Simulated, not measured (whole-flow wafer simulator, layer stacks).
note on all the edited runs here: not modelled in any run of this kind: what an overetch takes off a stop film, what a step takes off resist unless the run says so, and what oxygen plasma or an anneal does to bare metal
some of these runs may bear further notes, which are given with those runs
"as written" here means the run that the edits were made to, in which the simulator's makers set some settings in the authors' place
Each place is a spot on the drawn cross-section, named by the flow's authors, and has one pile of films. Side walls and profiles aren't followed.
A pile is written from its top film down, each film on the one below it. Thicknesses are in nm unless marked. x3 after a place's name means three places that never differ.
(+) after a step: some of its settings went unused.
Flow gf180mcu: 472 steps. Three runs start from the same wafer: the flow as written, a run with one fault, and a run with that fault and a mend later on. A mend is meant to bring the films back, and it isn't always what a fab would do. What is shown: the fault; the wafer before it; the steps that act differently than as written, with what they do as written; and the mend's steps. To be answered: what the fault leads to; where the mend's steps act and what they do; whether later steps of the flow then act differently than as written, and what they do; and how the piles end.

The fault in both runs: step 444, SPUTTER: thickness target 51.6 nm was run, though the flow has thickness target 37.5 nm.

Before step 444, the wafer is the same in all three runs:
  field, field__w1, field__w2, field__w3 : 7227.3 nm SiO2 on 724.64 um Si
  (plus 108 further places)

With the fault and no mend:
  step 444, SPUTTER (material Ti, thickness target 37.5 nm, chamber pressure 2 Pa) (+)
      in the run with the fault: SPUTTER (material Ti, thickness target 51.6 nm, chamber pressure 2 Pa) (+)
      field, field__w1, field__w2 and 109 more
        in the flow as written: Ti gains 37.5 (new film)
        in the run with the fault: Ti gains 51.6 (new film)
  Later steps of the flow acting differently than as written (4 more steps, not shown, differ only slightly: by at most 2% or 0.5 nm, whichever is larger):
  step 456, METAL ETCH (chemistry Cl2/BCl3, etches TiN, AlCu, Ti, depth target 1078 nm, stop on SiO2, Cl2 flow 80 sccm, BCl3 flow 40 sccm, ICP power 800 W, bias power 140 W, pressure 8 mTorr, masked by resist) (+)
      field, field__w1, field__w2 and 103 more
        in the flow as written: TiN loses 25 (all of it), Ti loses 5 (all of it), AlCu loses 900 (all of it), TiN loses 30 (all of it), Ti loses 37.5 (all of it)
        in the run with the fault: TiN loses 25 (all of it), Ti loses 5 (all of it), AlCu loses 900 (all of it), TiN loses 30 (all of it), Ti loses 51.6 (all of it)
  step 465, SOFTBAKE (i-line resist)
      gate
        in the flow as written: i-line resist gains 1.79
        in the run with the fault: i-line resist loses 0.23
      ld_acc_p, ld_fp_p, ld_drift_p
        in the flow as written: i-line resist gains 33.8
        in the run with the fault: i-line resist gains 27.5
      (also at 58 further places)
  The piles end different from the flow's at field__w8, contact, m1, m1__w1, pad, m1_nw by more than 2% or 0.5 nm, whichever is larger.
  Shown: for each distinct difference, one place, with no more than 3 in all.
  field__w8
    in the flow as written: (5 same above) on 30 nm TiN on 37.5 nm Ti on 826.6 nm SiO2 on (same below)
    in the run with the fault: (5 same above) on 30 nm TiN on 51.6 nm Ti on 826.6 nm SiO2 on (same below)
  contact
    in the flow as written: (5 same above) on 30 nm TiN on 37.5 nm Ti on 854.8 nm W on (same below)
    in the run with the fault: (5 same above) on 30 nm TiN on 51.6 nm Ti on 854.8 nm W on (same below)
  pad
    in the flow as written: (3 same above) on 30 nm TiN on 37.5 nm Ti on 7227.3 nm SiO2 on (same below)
    in the run with the fault: (3 same above) on 30 nm TiN on 51.6 nm Ti on 7227.3 nm SiO2 on (same below)

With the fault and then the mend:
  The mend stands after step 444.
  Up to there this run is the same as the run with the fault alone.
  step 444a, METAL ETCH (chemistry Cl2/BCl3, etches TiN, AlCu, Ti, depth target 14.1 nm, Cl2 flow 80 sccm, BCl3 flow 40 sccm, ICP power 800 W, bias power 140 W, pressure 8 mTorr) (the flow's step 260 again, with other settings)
      field, field__w1, field__w2 and 109 more
        Ti loses 14.1
  Later steps of the flow that are run all act as written at every place that is followed.
  At every place that both follow, the piles at the end match the flow's.
